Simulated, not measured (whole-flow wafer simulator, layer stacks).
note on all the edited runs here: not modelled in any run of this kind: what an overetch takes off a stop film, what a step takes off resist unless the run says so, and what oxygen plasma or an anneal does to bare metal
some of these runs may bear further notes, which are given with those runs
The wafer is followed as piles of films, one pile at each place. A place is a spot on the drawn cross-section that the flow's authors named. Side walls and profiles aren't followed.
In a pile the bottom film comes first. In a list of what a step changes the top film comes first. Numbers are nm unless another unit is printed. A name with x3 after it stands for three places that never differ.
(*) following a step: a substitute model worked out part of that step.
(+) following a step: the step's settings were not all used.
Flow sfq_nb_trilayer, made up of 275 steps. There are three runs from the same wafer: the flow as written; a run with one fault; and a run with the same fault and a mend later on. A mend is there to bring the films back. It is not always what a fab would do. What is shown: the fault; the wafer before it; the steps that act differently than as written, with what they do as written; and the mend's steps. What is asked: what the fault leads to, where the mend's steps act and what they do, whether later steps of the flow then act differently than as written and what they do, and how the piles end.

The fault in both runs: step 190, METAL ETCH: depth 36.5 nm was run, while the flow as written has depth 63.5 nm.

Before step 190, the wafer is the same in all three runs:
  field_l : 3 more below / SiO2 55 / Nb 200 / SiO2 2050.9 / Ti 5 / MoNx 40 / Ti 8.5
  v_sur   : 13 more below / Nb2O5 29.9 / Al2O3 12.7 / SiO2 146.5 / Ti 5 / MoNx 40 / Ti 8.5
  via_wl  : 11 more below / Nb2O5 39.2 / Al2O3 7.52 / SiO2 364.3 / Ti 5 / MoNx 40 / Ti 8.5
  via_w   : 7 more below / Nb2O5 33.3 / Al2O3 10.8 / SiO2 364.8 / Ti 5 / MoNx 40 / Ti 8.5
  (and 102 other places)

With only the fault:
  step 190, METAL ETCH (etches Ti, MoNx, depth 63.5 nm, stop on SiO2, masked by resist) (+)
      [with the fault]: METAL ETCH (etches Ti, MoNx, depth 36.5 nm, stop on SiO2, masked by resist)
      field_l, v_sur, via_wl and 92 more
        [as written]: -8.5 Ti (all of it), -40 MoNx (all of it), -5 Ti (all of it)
        [with the fault]: -8.5 Ti (all of it), -28 MoNx
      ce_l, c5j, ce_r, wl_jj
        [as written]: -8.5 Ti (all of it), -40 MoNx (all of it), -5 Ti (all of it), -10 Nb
        [with the fault]: -8.5 Ti (all of it), -28 MoNx
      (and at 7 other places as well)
  Steps further on in the flow that do not act as written (not shown: 10 more steps that differ only slightly, by at most 2% or 0.5 nm, whichever is larger):
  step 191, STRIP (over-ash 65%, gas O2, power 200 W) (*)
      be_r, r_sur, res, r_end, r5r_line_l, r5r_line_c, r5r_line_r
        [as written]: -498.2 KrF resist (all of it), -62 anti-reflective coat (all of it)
        [with the fault]: -509 KrF resist (all of it), -62 anti-reflective coat (all of it)
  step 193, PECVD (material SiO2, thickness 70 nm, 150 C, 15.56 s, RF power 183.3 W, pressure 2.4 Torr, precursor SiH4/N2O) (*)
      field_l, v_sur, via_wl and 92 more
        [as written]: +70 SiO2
        [with the fault]: +70 SiO2 (new film)
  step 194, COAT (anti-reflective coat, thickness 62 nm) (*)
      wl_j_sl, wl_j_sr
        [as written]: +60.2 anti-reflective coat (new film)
        [with the fault]: +62 anti-reflective coat (new film)
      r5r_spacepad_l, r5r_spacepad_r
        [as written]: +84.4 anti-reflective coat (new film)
        [with the fault]: +77.1 anti-reflective coat (new film)
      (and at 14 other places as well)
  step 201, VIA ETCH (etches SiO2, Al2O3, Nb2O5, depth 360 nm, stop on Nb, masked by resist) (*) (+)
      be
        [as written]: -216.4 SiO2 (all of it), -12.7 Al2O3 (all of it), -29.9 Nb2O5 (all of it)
        [with the fault]: -69.8 SiO2 (all of it), -12 MoNx (all of it), -5 Ti (all of it), -146.5 SiO2 (all of it), -12.7 Al2O3 (all of it), -29.9 Nb2O5 (all of it)
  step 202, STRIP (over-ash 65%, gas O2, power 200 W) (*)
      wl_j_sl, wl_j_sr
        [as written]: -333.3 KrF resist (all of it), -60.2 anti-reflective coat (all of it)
        [with the fault]: -333.2 KrF resist (all of it), -62 anti-reflective coat (all of it)
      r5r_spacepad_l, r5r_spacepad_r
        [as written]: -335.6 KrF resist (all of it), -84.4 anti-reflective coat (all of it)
        [with the fault]: -334.9 KrF resist (all of it), -77.1 anti-reflective coat (all of it)
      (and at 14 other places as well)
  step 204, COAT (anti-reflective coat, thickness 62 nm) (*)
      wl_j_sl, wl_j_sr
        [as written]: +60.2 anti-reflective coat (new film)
        [with the fault]: +62 anti-reflective coat (new film)
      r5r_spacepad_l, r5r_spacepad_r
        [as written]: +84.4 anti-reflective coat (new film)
        [with the fault]: +77.1 anti-reflective coat (new film)
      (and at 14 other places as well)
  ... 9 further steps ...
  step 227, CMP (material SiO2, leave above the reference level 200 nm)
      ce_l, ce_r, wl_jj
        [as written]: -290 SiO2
        [with the fault]: -300 SiO2
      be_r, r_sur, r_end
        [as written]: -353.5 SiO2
        [with the fault]: -336.5 SiO2
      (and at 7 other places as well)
  At field_l, v_sur, via_wl and 103 more, the piles at the end differ from the flow's by more than 2% or 0.5 nm, whichever is larger.
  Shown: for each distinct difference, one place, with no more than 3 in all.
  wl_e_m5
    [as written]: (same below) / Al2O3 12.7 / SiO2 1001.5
    [with the fault]: (same below) / Al2O3 12.7 / SiO2 146.5 / Ti 5 / MoNx 12 / SiO2 855
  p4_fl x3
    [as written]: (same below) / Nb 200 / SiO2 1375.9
    [with the fault]: (same below) / Nb 200 / SiO2 520.9 / Ti 5 / MoNx 12 / SiO2 855
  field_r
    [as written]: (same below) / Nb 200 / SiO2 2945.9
    [with the fault]: (same below) / Nb 200 / SiO2 2090.9 / Ti 5 / MoNx 12 / SiO2 855

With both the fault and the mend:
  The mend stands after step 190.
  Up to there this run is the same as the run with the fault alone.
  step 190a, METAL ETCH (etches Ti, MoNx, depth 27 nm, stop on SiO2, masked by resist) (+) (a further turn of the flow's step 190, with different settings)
      field_l, v_sur, via_wl and 92 more
        -12 MoNx (all of it), -5 Ti (all of it)
      be_r, r_sur, res, r_end, r5r_line_l, r5r_line_c, r5r_line_r
        -10.8 KrF resist
      ce_l, c5j, ce_r, wl_jj
        -12 MoNx (all of it), -5 Ti (all of it), -10 Nb
  Later steps of the flow that are run all act as written at every place that is followed.
  At every place that both follow, the piles at the end match the flow's.
